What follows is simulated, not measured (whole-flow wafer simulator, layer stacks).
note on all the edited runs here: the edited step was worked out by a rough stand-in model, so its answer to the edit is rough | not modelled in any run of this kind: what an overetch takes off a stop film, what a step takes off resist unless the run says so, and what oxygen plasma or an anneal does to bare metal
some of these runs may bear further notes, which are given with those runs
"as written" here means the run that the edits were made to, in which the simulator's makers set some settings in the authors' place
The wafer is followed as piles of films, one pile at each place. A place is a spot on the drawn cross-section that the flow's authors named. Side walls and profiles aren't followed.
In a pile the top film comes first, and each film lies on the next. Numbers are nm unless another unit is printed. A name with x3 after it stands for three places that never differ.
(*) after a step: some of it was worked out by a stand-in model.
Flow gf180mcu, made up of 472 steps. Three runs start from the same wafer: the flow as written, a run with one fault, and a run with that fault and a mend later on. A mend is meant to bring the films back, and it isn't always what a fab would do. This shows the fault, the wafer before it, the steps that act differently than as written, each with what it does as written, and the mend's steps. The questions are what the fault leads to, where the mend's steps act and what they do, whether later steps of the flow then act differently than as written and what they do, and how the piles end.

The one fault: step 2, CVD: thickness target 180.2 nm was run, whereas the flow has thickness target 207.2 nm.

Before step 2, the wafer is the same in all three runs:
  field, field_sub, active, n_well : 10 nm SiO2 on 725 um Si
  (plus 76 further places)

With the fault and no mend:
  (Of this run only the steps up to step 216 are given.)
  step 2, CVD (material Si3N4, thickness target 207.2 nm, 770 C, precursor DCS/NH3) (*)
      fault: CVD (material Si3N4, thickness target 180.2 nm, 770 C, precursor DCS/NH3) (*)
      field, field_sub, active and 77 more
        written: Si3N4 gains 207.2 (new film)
        fault: Si3N4 gains 180.2 (new film)
  Later steps of the flow acting differently than as written (40 more steps, not shown, differ only slightly: by at most 2% or 0.5 nm, whichever is larger):
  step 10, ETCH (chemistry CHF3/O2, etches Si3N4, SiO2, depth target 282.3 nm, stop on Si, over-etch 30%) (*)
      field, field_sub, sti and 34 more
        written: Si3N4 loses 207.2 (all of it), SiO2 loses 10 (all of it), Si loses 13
        fault: Si3N4 loses 180.2 (all of it), SiO2 loses 10 (all of it), Si loses 18.4
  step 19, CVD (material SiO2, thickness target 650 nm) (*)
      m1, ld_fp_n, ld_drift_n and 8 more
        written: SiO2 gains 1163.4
        fault: SiO2 gains 1136.5
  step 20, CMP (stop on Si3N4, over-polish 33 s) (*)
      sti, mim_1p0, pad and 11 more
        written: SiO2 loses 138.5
        fault: SiO2 loses 165.4
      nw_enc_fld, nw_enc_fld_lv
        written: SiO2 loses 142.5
        fault: SiO2 loses 169.4
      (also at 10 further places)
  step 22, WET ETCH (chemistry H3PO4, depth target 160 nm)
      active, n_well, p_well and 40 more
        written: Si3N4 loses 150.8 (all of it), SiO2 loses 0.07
        fault: Si3N4 loses 123.8 (all of it), SiO2 loses 0.28
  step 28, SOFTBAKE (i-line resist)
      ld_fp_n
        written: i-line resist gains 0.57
        fault: nothing
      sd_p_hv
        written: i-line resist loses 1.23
        fault: i-line resist gains 0.66
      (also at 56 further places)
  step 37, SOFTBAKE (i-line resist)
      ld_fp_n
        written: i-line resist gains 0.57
        fault: nothing
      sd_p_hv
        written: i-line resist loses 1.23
        fault: i-line resist gains 0.66
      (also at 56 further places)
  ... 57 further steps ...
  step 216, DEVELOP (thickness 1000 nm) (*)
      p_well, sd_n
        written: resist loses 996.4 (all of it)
        fault: resist loses 969.4 (all of it)
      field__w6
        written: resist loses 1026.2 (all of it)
        fault: resist loses 1067.9 (all of it)
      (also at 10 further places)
  After step 216, at field, field__w1, field__w2 and 65 more, the piles differ from the flow's by more than 2% or 0.5 nm, whichever is larger.
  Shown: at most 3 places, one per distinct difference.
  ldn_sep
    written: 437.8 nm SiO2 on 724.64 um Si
    fault: 411.1 nm SiO2 on 724.64 um Si
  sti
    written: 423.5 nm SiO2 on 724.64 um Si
    fault: 396.8 nm SiO2 on 724.64 um Si
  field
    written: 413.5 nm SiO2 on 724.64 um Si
    fault: 386.8 nm SiO2 on 724.64 um Si

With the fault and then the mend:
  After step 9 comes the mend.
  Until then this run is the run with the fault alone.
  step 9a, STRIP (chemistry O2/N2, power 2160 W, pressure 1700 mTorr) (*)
      active, n_well, p_well and 40 more
        KrF resist loses 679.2 (all of it)
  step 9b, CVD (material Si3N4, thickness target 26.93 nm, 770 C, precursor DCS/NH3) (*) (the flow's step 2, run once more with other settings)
      field, field_sub, active and 77 more
        Si3N4 gains 26.9
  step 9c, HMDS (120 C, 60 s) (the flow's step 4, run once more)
      does not change any film at any place that is followed
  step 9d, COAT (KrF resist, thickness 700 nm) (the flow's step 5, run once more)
      field, field_sub, active and 77 more
        KrF resist gains 700 (new film)
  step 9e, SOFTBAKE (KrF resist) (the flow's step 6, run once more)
      does not change any film at any place that is followed
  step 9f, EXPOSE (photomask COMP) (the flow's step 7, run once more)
      does not change any film at any place that is followed
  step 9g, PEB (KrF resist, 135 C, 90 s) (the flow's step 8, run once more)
      field, field_sub, active and 77 more
        KrF resist loses 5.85
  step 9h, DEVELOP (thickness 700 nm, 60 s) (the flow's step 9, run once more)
      active, n_well, p_well and 40 more
        KrF resist loses 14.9
      field, field_sub, sti and 34 more
        KrF resist loses 694.2 (all of it)
  Later steps of the flow that are run all act as written at every place that is followed, up to a difference of at most 2% or 0.5 nm, whichever is larger.
  The piles end the same as the flow's at every place that both follow.
